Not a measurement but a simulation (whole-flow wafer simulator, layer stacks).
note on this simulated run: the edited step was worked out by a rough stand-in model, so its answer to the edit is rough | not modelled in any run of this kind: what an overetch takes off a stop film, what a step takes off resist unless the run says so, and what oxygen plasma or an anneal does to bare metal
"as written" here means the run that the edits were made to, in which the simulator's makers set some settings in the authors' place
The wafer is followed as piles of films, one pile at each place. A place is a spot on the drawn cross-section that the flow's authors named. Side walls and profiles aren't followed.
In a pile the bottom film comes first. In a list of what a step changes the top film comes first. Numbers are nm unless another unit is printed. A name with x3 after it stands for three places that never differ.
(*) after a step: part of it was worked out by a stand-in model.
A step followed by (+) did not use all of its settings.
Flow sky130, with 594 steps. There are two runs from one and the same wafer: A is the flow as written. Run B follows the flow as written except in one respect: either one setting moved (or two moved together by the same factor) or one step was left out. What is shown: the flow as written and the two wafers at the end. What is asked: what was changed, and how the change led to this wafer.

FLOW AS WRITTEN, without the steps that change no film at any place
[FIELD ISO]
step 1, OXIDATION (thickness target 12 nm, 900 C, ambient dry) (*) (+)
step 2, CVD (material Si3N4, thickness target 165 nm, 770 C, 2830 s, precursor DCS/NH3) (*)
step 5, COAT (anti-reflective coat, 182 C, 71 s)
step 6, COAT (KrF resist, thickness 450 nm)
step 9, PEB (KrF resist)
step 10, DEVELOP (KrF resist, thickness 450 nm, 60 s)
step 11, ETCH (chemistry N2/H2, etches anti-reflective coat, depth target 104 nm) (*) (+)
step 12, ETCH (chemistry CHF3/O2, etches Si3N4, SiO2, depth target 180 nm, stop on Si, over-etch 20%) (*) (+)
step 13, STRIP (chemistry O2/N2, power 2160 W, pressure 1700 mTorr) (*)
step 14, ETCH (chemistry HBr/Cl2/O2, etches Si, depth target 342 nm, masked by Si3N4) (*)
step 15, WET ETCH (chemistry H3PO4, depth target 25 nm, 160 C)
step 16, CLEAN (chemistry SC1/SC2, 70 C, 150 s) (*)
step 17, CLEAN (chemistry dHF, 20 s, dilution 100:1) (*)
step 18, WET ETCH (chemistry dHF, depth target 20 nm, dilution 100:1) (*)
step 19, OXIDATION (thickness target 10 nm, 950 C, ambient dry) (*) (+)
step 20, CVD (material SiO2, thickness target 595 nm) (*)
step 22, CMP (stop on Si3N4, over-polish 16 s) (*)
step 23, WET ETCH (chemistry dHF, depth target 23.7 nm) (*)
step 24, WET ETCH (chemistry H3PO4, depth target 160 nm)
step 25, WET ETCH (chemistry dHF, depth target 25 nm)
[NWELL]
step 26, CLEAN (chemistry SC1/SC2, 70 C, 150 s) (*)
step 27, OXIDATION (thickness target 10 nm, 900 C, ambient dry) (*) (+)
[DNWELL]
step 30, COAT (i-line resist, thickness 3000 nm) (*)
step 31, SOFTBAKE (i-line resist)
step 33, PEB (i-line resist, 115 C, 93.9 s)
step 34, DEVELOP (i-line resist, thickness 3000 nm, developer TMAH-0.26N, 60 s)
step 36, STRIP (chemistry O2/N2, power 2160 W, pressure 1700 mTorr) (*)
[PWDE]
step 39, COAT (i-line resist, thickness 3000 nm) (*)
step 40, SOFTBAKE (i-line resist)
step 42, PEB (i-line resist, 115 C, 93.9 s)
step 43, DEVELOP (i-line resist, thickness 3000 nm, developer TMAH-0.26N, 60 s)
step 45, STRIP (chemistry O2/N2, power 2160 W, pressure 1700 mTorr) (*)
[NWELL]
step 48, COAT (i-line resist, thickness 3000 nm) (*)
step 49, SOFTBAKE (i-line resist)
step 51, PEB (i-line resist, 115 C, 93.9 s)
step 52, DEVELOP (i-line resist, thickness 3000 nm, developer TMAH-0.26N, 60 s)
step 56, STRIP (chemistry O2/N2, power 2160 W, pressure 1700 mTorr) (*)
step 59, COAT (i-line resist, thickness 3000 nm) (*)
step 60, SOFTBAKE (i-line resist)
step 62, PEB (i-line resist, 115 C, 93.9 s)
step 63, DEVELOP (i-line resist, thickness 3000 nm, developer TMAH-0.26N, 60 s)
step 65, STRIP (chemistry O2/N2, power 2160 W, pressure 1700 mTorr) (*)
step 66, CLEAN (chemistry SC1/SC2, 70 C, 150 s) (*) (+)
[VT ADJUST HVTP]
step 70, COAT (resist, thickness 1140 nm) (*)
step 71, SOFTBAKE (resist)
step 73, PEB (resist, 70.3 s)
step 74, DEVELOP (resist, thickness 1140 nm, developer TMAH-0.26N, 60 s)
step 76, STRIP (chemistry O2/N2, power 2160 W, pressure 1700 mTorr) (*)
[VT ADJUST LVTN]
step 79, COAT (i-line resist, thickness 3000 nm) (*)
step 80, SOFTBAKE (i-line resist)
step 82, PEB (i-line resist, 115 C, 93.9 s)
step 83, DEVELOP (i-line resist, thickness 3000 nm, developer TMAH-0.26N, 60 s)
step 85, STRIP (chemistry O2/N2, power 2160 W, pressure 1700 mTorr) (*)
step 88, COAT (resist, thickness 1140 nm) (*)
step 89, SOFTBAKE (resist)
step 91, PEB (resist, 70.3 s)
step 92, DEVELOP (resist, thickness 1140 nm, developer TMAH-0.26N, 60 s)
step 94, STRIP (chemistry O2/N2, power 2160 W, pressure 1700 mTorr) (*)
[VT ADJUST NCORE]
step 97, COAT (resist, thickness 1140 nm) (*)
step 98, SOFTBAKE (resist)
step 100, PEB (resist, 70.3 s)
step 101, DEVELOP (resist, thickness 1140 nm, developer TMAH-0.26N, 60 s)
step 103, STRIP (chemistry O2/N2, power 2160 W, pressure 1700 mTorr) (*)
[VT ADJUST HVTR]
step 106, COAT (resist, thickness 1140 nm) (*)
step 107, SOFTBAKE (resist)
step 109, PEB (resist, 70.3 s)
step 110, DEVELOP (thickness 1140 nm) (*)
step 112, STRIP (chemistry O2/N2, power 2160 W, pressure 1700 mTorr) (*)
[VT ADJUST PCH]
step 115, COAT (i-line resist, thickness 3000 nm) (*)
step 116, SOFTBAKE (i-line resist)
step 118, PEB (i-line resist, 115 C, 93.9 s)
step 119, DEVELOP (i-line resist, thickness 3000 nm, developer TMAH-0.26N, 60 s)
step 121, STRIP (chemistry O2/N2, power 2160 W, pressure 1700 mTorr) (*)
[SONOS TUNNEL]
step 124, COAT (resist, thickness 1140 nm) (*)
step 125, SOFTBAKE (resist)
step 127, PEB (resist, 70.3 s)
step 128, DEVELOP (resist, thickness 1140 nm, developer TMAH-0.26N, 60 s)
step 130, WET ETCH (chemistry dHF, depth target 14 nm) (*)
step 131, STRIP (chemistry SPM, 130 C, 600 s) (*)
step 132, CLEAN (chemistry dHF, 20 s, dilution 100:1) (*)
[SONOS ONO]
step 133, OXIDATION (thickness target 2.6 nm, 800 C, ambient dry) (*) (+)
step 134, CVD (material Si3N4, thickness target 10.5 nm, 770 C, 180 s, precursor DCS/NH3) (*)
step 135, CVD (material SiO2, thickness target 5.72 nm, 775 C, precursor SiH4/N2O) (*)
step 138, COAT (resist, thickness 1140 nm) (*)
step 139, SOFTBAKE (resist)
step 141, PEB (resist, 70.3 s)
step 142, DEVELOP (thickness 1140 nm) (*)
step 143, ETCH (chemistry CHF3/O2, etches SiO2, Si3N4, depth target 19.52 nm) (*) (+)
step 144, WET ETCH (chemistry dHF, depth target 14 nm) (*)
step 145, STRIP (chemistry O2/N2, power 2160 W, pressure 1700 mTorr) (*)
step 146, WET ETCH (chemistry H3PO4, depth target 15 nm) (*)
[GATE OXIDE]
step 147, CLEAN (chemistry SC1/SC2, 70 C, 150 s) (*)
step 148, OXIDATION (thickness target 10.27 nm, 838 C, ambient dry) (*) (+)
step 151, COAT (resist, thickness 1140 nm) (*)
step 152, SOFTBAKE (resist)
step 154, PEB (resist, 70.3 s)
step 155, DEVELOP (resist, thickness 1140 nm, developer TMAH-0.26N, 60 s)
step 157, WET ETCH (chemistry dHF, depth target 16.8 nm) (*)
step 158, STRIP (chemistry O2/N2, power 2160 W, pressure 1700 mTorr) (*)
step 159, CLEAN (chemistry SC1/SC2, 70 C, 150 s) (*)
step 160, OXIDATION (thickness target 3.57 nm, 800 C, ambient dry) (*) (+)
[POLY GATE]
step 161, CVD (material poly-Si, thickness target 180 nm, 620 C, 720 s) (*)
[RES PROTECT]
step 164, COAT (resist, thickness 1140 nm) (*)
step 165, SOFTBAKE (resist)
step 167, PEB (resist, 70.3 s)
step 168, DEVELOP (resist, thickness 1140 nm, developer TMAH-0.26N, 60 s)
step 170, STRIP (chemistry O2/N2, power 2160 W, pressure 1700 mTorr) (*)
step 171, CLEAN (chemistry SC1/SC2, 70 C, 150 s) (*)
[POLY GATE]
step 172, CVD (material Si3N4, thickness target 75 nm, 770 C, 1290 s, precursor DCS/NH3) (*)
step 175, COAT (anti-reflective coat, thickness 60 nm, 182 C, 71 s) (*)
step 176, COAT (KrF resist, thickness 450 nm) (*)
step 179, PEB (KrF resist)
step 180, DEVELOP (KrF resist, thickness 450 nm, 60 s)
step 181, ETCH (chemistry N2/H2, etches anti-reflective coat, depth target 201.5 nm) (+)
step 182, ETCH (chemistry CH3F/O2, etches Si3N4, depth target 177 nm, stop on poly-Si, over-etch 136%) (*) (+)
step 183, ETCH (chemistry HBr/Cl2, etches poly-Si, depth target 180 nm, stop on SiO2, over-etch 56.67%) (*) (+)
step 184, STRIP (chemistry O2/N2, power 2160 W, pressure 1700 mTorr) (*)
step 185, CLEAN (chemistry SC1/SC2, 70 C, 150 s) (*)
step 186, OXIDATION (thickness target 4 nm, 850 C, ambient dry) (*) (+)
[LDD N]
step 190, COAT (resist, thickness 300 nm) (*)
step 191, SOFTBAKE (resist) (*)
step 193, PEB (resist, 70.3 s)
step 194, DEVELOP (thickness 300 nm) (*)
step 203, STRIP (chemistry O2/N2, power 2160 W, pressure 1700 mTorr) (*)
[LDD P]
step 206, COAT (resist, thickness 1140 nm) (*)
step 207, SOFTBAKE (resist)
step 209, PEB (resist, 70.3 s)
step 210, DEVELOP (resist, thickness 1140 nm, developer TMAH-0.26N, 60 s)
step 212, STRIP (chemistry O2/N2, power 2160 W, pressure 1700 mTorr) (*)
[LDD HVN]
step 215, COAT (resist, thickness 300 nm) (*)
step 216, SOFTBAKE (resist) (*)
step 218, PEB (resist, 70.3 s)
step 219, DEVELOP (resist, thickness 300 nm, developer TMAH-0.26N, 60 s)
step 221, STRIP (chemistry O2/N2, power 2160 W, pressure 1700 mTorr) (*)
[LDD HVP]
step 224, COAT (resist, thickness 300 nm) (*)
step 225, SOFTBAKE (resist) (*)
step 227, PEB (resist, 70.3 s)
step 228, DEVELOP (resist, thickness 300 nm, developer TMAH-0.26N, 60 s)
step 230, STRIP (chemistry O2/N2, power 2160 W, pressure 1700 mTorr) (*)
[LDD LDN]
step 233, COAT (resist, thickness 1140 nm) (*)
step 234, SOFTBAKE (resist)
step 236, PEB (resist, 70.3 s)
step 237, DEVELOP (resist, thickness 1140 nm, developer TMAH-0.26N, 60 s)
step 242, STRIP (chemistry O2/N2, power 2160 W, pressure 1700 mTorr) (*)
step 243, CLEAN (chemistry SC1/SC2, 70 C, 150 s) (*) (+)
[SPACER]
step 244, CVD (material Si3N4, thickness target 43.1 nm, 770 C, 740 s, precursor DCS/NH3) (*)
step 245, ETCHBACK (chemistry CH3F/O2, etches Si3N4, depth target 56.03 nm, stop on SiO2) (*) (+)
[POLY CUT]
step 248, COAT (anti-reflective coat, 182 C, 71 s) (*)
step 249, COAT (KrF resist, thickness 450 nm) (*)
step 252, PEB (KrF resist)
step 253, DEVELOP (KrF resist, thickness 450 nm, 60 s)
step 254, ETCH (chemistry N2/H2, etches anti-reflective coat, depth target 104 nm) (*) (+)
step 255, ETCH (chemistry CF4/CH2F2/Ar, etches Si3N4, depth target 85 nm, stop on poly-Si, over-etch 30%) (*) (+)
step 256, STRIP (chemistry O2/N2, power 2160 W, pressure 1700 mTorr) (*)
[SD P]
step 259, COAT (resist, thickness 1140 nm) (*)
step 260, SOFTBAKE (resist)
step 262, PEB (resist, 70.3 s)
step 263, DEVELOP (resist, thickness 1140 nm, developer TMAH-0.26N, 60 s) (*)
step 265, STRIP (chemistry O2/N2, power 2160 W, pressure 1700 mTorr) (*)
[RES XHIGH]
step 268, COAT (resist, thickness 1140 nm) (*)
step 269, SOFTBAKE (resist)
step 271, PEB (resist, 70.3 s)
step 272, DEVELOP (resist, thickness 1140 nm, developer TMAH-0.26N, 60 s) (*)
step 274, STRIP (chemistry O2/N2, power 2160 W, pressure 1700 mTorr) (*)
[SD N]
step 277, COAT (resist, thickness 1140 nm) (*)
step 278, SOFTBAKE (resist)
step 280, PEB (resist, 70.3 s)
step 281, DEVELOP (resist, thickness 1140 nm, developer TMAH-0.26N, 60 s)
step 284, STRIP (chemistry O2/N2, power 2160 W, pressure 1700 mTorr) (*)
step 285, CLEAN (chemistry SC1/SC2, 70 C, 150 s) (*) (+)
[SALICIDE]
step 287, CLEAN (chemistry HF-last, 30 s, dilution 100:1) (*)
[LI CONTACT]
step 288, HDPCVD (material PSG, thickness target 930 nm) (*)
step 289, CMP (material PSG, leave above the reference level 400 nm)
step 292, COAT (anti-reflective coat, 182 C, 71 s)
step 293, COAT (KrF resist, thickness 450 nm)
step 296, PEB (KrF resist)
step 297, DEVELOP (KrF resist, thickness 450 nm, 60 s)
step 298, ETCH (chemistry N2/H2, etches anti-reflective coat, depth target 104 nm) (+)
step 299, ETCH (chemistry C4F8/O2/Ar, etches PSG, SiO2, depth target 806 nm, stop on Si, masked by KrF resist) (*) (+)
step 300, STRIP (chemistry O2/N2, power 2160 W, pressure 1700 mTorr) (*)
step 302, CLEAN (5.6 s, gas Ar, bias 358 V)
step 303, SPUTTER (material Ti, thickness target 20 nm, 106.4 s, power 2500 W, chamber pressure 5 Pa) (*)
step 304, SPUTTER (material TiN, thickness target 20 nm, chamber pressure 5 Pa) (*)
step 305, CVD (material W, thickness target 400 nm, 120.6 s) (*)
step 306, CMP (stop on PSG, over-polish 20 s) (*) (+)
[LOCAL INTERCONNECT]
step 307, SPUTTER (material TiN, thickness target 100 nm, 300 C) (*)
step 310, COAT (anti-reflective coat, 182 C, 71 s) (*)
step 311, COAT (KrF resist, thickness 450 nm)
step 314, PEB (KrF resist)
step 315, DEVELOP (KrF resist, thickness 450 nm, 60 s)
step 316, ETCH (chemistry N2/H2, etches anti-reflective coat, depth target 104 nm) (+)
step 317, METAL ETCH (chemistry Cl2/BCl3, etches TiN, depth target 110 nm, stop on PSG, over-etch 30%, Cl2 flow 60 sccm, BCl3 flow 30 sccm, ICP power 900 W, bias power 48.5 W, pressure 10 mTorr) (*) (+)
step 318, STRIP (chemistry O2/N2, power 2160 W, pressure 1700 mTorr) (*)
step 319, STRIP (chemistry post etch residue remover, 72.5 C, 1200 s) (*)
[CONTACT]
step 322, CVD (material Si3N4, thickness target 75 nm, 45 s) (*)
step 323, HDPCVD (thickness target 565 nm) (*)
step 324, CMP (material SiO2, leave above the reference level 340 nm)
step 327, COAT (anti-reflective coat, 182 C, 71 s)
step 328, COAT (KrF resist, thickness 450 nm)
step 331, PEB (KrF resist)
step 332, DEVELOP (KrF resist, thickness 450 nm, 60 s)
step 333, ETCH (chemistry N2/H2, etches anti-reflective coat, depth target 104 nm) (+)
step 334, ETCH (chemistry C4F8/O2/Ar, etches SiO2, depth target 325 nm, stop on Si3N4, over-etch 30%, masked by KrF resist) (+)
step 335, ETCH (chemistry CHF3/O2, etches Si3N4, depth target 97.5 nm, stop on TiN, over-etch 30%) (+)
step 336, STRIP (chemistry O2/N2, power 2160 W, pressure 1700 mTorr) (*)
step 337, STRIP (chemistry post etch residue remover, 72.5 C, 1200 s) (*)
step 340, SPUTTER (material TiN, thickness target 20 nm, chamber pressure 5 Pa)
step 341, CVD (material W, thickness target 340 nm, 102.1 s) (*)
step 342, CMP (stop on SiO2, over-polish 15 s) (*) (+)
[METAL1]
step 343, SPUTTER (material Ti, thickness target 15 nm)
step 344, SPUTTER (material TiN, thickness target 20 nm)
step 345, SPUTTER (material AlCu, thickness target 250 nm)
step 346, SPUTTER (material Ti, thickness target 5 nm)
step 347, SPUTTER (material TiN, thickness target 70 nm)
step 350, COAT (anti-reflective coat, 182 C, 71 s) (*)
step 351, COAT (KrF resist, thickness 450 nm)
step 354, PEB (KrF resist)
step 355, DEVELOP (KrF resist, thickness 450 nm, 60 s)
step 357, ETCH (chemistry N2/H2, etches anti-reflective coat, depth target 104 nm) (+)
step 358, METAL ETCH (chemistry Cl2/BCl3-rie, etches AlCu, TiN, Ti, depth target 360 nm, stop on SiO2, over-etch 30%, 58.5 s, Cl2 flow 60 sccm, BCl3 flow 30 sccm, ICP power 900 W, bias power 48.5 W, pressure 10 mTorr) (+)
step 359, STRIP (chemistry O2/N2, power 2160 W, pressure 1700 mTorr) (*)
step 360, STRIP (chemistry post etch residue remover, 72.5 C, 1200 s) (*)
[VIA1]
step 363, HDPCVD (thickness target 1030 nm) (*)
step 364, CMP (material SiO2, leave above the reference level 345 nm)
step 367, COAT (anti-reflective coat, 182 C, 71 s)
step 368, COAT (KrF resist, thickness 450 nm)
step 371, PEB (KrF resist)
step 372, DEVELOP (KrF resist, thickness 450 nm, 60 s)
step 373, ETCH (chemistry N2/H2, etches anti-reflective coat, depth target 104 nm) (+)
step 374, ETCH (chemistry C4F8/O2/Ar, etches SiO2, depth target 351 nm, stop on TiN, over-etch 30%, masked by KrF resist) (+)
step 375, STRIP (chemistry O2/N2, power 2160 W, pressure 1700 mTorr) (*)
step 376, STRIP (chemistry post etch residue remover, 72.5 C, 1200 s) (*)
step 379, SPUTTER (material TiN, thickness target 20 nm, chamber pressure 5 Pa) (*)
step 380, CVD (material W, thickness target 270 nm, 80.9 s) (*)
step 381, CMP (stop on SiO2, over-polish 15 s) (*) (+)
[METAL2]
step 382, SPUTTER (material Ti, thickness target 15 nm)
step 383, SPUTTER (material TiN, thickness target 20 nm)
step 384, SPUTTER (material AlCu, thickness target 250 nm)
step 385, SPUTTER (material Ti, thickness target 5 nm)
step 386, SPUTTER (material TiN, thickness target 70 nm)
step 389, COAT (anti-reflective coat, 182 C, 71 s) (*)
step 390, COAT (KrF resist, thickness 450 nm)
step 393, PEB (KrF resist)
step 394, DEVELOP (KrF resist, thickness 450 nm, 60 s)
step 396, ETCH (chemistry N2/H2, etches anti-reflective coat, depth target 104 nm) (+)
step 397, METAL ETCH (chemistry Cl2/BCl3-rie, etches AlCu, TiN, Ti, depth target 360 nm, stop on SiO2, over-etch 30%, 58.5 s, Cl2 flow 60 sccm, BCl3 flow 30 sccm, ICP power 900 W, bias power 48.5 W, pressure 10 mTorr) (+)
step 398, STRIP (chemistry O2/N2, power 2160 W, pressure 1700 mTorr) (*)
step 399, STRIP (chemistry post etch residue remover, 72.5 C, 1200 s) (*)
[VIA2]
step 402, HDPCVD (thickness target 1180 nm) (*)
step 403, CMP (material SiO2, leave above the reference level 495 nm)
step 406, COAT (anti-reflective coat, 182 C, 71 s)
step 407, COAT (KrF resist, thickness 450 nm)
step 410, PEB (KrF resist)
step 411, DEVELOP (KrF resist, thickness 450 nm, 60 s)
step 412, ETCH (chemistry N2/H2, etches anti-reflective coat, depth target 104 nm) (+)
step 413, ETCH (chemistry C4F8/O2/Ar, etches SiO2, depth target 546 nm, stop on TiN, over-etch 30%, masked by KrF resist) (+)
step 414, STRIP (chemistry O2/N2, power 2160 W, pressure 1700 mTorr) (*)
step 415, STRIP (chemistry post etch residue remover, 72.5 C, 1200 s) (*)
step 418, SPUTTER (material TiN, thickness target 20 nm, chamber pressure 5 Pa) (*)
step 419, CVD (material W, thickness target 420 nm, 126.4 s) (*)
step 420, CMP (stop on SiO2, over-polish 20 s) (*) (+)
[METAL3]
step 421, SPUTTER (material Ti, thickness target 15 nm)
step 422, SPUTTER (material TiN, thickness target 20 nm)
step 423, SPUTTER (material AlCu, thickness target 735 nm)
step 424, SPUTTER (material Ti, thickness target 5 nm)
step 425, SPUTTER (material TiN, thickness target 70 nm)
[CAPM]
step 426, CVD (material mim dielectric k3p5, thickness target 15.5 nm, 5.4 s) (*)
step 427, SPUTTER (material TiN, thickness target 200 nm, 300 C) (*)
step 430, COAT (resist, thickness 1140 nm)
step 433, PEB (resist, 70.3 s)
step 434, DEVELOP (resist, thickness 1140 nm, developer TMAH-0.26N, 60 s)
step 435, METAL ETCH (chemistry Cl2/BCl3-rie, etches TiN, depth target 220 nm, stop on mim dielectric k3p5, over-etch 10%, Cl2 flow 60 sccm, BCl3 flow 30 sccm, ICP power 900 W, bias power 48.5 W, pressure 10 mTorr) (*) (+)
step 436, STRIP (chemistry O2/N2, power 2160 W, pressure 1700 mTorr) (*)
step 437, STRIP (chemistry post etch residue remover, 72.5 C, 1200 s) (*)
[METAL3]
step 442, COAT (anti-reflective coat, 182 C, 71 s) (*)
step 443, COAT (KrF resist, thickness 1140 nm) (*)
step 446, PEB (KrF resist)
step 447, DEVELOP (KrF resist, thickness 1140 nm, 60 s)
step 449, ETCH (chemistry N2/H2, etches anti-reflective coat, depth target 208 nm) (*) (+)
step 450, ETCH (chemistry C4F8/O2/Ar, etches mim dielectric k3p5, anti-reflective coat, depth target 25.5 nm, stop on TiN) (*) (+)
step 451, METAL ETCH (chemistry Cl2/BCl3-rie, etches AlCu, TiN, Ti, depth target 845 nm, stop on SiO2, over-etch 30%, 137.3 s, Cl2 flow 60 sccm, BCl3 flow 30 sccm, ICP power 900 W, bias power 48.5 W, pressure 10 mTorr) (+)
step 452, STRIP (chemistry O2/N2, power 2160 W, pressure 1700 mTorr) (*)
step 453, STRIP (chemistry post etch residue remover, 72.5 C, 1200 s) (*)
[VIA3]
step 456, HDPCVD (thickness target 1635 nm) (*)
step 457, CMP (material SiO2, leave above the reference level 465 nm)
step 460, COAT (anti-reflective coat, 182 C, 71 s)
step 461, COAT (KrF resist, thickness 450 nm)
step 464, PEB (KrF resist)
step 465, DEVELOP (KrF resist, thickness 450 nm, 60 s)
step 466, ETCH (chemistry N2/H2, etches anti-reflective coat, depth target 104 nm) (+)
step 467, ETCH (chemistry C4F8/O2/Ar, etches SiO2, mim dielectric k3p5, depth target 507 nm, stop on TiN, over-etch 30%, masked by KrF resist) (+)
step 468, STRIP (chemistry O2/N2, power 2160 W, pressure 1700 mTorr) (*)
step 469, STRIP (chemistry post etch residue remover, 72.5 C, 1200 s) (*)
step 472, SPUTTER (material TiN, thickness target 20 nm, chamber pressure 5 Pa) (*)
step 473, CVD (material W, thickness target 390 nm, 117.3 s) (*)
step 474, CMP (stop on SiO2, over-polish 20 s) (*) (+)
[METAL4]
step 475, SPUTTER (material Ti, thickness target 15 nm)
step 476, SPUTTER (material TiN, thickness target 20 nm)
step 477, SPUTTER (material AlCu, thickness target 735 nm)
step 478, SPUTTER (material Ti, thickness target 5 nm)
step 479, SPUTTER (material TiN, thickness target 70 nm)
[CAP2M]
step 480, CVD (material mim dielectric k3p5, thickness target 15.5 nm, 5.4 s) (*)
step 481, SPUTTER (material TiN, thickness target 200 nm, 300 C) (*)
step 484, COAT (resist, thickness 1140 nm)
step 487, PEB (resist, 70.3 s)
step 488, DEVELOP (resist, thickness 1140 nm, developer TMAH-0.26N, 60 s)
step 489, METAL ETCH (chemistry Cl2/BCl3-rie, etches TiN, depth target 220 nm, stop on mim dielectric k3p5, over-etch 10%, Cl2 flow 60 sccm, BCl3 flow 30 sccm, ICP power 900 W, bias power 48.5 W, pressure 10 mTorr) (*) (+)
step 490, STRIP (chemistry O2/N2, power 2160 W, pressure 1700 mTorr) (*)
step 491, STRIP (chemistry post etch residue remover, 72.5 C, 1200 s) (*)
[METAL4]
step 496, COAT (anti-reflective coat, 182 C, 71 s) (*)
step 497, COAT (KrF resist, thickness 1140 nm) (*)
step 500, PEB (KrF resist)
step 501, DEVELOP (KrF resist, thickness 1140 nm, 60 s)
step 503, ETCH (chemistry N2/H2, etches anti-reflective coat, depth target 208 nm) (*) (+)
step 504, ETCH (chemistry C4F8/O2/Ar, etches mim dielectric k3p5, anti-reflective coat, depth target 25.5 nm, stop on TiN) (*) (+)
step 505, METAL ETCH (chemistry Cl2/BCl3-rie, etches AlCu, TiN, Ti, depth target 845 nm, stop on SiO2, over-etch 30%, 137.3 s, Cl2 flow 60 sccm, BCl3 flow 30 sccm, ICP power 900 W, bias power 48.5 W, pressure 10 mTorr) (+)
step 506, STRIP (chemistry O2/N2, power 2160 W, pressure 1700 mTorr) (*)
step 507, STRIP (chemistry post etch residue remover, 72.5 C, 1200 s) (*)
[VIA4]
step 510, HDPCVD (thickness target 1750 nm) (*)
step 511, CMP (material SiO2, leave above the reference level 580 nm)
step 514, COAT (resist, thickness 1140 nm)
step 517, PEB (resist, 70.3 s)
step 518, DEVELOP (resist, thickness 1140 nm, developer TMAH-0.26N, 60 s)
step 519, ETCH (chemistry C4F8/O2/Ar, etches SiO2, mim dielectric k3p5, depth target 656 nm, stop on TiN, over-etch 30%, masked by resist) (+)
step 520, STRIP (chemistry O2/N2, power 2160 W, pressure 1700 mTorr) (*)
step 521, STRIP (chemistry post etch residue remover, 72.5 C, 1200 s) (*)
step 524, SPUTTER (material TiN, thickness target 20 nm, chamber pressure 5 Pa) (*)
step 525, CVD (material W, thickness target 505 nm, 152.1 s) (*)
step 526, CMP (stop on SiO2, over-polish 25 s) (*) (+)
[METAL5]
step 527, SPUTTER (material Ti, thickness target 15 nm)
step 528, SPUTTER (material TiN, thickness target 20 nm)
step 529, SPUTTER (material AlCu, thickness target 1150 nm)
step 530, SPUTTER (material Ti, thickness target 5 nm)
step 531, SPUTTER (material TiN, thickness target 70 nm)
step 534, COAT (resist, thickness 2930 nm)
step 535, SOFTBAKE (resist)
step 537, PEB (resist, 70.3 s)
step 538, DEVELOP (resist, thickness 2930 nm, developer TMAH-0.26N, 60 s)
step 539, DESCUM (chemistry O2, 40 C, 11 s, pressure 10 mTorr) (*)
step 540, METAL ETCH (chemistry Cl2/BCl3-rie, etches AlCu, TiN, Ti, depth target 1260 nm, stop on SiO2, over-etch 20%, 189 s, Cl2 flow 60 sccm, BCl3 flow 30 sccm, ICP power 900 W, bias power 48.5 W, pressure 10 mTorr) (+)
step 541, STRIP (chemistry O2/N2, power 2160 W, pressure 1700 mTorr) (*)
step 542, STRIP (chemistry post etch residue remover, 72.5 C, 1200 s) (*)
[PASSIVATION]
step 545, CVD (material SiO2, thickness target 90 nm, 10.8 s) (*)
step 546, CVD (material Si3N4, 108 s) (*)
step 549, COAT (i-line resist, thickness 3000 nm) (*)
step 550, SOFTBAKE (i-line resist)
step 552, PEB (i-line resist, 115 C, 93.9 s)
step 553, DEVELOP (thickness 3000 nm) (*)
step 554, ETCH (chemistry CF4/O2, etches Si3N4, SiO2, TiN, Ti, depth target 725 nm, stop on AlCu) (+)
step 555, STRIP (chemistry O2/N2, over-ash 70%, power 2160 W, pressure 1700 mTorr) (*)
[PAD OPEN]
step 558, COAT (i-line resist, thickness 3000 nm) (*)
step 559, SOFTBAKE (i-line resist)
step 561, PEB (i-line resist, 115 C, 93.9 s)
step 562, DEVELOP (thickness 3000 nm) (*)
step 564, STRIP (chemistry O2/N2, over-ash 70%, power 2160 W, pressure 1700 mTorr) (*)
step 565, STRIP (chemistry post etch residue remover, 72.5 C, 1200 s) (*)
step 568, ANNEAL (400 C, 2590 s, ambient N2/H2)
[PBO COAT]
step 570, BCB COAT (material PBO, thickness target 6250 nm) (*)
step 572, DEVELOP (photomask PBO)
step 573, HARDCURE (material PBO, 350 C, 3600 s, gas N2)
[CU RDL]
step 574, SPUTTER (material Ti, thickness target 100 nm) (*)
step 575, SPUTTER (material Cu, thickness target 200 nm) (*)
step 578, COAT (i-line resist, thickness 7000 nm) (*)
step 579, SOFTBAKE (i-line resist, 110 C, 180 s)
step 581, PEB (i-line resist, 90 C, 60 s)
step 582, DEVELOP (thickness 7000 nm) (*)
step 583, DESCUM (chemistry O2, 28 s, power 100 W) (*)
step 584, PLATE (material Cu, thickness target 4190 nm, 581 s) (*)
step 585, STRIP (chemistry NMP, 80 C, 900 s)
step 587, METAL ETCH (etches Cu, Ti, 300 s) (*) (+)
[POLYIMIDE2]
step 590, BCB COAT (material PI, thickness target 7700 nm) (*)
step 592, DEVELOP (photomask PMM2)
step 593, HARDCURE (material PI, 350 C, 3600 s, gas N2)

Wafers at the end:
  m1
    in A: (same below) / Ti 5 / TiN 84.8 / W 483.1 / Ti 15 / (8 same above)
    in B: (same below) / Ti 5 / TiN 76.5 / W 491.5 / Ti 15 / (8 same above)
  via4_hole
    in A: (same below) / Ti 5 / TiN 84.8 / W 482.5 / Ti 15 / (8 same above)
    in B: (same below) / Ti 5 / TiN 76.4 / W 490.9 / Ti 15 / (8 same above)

The reason: step 524, SPUTTER: thickness target 9 nm was run, whereas the flow has thickness target 20 nm.

The path from the change to this, step by step:
  step 524, SPUTTER (material TiN, thickness target 20 nm, chamber pressure 5 Pa) (*)
      field, active, n_well and 188 more: A TiN gains 20 (new film) | B TiN gains 9 (new film)
      m1, via4_hole: A TiN gains 15.3 | B TiN gains 6.87
  step 526, CMP (stop on SiO2, over-polish 25 s) (*) (+)
      field, active, n_well and 188 more: A W loses 505 (all of it), TiN loses 20 (all of it), SiO2 loses 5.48 | B W loses 505 (all of it), TiN loses 9 (all of it), SiO2 loses 5.48
      m1, via4_hole: A W loses 532.7 | B W loses 521.7
